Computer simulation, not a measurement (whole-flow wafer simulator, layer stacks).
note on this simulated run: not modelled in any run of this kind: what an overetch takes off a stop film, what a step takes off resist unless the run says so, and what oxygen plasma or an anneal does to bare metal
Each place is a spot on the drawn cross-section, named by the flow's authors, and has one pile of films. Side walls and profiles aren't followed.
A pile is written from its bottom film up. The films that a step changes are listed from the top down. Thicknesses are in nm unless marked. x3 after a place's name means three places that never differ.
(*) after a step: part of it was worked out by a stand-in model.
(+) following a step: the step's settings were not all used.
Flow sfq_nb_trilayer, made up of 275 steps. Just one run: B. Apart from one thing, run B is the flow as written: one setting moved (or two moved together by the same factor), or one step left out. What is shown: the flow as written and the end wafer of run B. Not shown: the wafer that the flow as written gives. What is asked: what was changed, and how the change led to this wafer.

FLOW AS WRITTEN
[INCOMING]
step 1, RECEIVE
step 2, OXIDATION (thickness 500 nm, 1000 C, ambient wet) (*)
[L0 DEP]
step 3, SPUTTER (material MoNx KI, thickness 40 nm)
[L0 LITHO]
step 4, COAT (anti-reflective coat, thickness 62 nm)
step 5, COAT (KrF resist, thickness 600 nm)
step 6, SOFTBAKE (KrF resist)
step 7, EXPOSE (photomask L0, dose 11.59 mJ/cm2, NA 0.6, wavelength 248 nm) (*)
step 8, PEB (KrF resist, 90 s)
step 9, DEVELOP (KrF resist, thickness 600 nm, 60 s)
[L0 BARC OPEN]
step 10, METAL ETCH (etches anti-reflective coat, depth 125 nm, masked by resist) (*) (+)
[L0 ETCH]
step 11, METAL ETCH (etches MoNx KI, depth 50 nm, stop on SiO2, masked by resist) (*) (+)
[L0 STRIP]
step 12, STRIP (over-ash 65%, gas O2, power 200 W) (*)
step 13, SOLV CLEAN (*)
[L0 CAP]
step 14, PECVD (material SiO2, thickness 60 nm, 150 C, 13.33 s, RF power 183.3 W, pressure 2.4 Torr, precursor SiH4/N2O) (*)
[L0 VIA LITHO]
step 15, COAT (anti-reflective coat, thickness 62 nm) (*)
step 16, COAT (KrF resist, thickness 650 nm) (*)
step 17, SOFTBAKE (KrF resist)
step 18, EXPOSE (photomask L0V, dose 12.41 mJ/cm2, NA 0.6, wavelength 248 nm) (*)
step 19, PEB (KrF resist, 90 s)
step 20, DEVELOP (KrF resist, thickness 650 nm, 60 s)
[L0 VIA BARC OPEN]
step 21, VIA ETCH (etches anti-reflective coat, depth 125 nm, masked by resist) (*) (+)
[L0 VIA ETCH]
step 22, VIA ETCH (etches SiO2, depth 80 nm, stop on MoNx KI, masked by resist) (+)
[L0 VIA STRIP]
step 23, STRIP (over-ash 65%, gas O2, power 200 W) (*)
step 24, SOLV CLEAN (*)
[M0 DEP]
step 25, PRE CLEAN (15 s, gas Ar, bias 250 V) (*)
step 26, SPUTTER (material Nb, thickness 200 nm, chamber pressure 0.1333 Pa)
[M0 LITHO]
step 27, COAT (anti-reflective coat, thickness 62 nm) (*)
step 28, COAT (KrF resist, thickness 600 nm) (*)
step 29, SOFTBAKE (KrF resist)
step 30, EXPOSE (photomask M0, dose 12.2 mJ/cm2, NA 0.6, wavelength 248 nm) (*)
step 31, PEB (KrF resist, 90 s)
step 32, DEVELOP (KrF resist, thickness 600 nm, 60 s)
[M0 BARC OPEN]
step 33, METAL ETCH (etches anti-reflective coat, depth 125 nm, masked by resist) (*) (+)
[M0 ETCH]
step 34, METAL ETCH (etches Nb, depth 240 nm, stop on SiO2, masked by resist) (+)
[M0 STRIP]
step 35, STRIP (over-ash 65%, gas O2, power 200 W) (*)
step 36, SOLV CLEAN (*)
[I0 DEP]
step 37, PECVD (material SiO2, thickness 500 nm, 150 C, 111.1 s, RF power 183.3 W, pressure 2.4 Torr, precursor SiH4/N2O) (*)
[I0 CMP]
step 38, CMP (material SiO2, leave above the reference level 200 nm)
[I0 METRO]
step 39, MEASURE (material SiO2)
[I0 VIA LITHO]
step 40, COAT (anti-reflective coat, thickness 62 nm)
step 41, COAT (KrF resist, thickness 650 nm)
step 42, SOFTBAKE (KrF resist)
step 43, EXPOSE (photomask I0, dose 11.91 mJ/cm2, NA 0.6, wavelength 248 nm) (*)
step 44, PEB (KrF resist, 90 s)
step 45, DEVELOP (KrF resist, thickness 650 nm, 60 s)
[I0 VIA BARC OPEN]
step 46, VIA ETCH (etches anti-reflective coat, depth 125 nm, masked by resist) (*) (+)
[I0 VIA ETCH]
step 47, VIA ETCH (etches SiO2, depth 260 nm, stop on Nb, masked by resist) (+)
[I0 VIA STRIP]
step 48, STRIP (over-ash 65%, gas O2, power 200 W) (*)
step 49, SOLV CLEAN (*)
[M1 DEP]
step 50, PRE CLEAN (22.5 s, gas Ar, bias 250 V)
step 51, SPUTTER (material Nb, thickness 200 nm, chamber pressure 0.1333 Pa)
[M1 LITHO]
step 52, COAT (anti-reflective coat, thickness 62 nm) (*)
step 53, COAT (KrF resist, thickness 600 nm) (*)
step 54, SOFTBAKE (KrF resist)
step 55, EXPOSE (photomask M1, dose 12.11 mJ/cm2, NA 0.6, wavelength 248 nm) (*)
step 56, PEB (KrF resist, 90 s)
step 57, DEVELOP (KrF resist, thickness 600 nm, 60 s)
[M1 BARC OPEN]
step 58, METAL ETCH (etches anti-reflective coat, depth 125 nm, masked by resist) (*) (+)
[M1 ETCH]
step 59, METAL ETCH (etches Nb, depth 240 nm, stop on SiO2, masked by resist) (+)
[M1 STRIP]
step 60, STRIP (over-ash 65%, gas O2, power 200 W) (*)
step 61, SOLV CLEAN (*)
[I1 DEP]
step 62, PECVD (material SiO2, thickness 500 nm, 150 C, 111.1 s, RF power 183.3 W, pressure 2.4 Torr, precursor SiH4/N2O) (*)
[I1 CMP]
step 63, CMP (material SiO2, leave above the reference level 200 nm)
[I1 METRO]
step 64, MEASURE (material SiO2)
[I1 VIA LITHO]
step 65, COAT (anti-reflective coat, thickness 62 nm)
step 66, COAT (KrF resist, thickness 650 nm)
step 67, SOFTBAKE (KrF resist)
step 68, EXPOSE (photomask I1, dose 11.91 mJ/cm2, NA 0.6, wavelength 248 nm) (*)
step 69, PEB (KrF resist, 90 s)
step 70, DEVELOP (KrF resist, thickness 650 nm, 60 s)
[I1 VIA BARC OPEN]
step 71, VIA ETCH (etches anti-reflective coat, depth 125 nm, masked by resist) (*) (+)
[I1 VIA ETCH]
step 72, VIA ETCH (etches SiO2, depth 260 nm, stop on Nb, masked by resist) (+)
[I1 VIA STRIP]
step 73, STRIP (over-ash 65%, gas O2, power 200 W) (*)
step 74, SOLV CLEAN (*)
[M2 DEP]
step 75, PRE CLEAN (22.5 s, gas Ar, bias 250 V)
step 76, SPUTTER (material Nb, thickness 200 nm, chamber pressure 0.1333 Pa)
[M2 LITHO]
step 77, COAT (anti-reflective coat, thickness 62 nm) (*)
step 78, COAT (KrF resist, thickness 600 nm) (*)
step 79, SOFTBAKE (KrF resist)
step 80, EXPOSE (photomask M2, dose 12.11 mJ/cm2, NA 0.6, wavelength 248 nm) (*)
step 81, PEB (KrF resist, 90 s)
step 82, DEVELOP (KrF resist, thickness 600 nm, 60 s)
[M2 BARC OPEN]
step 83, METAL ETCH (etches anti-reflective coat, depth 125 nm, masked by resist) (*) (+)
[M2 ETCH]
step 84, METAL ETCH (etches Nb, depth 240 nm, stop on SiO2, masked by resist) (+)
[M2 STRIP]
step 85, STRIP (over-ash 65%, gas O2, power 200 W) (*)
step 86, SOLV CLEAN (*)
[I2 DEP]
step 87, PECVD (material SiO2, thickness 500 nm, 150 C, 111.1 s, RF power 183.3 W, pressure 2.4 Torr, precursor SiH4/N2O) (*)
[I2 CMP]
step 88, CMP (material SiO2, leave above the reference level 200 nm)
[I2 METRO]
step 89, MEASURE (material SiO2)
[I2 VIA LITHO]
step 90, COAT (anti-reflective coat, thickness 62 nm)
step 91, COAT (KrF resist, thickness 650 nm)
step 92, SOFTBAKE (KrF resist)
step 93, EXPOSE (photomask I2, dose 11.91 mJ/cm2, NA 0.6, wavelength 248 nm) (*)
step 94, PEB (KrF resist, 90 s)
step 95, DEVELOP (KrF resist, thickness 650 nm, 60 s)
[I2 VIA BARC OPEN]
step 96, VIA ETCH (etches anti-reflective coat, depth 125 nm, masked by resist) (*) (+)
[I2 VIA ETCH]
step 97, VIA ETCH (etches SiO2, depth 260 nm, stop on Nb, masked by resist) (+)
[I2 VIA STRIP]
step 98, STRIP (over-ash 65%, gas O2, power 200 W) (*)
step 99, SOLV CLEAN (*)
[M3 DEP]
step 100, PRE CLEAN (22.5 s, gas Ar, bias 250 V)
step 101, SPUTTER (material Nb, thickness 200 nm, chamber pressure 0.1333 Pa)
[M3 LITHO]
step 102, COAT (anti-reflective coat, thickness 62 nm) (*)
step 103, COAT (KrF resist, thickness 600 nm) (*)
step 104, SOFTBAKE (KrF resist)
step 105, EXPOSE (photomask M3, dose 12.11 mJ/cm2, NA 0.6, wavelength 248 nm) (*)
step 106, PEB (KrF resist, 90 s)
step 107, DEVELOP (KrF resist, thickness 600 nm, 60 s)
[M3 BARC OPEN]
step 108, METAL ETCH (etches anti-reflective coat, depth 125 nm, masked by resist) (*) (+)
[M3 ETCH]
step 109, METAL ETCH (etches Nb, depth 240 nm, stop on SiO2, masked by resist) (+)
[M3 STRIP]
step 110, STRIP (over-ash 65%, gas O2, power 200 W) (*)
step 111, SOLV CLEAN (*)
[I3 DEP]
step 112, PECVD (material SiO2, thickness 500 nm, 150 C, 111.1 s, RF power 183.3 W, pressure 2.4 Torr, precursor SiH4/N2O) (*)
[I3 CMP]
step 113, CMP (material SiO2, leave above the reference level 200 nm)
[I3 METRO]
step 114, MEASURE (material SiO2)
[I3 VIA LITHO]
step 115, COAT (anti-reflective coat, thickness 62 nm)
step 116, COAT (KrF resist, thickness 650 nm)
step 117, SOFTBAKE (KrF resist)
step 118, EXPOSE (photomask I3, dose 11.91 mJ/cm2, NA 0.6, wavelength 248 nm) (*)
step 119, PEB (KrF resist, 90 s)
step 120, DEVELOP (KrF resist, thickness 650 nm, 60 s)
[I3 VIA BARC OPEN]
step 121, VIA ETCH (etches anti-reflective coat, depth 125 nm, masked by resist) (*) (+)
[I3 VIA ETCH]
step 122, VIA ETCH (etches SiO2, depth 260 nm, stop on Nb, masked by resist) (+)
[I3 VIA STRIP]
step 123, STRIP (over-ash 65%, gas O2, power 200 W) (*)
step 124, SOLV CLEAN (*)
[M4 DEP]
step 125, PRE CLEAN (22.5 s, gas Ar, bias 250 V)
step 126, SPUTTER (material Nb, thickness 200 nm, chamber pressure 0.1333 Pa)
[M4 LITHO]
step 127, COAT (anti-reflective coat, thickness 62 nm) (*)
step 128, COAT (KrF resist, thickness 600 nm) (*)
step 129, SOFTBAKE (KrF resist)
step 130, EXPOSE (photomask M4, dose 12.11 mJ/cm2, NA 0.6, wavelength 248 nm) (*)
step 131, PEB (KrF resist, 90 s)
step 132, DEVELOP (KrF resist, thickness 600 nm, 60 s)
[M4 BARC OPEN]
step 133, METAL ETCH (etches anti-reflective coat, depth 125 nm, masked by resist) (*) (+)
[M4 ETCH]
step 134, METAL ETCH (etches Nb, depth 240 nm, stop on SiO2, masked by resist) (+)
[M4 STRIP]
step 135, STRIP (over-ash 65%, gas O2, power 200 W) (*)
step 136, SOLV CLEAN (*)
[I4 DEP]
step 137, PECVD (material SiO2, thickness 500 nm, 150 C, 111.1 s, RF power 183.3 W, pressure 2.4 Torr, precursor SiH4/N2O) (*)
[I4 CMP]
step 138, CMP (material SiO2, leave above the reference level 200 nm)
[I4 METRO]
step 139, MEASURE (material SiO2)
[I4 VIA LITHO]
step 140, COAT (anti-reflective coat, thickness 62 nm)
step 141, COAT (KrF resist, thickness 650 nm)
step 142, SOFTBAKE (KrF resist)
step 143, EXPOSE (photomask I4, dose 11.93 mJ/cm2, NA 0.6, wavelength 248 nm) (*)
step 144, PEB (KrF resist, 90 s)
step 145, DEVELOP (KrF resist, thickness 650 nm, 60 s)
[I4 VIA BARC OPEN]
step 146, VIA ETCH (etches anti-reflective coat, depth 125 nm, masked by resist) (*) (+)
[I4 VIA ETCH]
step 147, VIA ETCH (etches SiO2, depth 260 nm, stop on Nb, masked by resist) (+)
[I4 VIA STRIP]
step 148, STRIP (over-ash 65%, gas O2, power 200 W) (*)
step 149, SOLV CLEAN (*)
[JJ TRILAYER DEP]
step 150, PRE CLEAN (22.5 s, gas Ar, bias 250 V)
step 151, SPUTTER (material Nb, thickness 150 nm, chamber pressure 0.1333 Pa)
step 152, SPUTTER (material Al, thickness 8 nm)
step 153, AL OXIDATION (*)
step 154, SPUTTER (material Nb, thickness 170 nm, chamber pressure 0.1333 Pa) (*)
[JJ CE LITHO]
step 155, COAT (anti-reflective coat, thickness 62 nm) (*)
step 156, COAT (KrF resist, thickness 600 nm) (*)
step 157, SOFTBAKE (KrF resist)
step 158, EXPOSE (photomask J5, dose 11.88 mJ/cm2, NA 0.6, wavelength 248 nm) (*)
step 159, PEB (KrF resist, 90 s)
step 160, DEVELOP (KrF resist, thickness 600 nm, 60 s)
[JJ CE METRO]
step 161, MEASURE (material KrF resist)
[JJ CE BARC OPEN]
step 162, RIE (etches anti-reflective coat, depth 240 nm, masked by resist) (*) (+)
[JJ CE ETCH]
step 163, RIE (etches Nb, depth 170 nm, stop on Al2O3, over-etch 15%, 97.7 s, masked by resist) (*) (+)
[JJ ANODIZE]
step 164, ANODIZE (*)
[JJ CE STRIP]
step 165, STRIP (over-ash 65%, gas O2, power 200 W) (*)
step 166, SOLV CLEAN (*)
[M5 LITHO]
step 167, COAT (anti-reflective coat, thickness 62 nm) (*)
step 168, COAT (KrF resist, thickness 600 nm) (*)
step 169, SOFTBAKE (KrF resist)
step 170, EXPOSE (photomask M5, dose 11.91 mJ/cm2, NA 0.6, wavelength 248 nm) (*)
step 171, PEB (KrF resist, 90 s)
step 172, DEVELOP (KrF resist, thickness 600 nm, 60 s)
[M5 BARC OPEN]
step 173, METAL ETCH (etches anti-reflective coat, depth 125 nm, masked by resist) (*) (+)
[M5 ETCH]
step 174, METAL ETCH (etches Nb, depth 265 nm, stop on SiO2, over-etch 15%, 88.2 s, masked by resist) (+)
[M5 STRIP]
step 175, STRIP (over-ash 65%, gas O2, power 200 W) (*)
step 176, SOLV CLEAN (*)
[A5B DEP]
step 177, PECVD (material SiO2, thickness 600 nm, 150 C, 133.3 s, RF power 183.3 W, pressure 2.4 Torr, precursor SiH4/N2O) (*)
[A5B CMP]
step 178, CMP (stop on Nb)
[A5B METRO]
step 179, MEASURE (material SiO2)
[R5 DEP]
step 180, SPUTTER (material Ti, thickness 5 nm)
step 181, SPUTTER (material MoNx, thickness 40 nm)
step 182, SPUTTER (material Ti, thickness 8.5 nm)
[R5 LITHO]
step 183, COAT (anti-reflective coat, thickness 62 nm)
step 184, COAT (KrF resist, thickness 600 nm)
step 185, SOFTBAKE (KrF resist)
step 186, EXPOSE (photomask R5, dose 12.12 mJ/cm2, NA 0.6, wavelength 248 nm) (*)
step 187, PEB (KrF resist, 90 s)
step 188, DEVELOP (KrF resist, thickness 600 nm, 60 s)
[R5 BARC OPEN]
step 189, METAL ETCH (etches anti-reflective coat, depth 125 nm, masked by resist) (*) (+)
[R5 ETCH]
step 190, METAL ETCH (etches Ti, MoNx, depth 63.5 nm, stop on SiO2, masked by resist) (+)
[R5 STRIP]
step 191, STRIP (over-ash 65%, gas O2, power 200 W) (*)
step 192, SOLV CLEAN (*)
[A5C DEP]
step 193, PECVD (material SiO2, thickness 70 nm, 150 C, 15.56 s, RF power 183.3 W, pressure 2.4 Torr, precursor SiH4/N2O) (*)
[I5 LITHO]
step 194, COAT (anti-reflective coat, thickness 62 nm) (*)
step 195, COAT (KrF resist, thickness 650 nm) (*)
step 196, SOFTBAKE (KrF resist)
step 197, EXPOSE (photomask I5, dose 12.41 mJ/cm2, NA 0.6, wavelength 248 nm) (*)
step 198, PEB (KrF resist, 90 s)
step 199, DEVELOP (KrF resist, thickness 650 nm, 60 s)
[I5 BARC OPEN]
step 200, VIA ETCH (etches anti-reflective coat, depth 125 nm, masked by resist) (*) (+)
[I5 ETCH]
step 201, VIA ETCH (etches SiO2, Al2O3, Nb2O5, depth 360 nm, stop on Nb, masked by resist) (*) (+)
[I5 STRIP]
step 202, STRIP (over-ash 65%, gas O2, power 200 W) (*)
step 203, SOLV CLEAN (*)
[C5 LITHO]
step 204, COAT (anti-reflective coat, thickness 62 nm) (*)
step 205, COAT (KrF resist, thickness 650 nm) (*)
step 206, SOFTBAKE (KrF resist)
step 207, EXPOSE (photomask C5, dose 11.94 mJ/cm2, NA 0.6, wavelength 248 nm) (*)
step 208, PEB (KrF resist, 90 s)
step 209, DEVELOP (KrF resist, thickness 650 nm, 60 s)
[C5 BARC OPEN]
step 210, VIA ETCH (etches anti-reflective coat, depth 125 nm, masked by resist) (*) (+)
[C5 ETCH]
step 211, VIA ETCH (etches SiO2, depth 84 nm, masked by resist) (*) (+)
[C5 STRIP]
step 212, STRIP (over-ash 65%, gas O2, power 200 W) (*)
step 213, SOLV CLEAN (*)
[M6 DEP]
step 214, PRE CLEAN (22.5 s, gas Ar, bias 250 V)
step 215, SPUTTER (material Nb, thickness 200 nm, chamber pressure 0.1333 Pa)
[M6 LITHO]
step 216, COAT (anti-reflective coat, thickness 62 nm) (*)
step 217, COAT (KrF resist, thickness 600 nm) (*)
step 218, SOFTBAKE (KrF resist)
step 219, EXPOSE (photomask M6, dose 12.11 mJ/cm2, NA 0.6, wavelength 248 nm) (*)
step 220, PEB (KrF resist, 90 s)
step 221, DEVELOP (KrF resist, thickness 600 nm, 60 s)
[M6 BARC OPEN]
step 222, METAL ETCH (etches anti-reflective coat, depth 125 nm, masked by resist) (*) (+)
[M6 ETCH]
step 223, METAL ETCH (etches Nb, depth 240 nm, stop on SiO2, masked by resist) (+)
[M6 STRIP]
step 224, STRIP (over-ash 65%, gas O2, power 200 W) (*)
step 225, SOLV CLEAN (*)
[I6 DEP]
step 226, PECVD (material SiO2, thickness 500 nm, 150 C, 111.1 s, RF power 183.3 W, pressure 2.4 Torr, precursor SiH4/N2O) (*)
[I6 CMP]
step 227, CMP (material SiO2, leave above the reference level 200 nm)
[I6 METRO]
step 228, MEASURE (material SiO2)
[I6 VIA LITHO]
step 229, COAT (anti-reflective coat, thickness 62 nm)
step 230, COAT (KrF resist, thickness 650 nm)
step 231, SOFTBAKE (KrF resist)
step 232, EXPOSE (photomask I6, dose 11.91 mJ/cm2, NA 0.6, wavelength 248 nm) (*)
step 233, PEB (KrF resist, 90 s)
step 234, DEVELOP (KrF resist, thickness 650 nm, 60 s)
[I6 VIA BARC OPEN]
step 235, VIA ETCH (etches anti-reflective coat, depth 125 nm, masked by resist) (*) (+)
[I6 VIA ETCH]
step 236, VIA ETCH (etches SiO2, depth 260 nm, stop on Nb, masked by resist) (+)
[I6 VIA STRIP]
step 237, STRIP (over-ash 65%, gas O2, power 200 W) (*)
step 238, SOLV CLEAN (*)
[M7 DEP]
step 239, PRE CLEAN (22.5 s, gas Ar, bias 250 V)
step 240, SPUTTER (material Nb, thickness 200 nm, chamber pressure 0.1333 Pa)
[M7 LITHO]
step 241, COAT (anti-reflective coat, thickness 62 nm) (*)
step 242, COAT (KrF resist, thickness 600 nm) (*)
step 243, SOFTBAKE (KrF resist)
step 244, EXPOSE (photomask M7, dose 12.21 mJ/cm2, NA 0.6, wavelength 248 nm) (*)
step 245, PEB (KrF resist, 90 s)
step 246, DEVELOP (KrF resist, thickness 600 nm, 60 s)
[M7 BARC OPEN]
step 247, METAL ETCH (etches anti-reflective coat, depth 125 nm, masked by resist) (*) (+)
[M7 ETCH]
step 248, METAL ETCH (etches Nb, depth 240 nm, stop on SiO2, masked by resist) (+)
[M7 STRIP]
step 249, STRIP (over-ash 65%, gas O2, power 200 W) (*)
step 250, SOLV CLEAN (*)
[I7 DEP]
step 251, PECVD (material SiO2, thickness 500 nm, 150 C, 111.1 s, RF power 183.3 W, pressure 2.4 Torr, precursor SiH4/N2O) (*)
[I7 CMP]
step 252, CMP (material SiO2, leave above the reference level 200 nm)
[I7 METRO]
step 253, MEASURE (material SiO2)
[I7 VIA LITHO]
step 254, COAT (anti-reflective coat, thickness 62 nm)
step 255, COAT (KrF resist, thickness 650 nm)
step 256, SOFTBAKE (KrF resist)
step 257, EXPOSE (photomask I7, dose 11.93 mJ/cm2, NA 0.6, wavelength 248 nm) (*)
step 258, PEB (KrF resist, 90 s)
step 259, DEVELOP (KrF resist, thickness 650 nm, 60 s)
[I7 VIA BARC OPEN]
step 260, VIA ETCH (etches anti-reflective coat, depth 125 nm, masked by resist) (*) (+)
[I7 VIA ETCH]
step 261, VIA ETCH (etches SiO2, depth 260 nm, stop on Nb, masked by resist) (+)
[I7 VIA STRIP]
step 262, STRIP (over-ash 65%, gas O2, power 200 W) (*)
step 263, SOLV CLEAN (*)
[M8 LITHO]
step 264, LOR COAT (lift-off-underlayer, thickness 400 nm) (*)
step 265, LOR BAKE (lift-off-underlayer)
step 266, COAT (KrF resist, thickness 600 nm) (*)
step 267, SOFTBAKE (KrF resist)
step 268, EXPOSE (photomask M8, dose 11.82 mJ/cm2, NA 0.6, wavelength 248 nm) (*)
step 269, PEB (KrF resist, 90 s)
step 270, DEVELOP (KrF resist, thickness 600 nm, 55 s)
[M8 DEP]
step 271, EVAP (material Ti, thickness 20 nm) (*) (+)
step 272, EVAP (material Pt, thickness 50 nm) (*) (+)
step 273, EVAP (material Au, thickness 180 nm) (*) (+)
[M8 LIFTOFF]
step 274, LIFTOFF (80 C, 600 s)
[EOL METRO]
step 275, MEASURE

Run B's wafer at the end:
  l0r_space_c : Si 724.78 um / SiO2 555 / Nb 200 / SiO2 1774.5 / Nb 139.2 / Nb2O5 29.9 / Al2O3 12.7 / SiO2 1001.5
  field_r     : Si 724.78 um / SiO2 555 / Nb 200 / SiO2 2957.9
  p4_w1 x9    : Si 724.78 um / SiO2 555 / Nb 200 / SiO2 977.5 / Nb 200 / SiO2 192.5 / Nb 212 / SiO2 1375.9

What caused this: step 126, SPUTTER: thickness 212 nm was run, whereas the flow has thickness 200 nm.
One can read it off the wafer: p4_w1 x9 has Nb 212, and step 126 as written asks for 200 nm.

How this came from the change, step by step:
  step 126, SPUTTER (material Nb, thickness 200 nm, chamber pressure 0.1333 Pa)
      field_l, v_sur, via_wl and 102 more: +212 Nb (new film) (as written it would have been: +200 Nb (new film))
      via_v: +175.6 Nb (as written it would have been: +165.5 Nb)
  step 134, METAL ETCH (etches Nb, depth 240 nm, stop on SiO2, masked by resist) (+)
      field_l, be, be_sur and 64 more: -212 Nb (all of it) (as written it would have been: -200 Nb (all of it))
  step 137, PECVD (material SiO2, thickness 500 nm, 150 C, 111.1 s, RF power 183.3 W, pressure 2.4 Torr, precursor SiH4/N2O) (*)
      p3_s0 x6: +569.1 SiO2 (as written it would have been: +557.1 SiO2)
  step 138, CMP (material SiO2, leave above the reference level 200 nm)
      field_l, be, be_sur and 55 more: -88 SiO2 (as written it would have been: -100 SiO2)
      lsp_r, l0_sur, l0v: -79.4 SiO2 (as written it would have been: -91.9 SiO2)
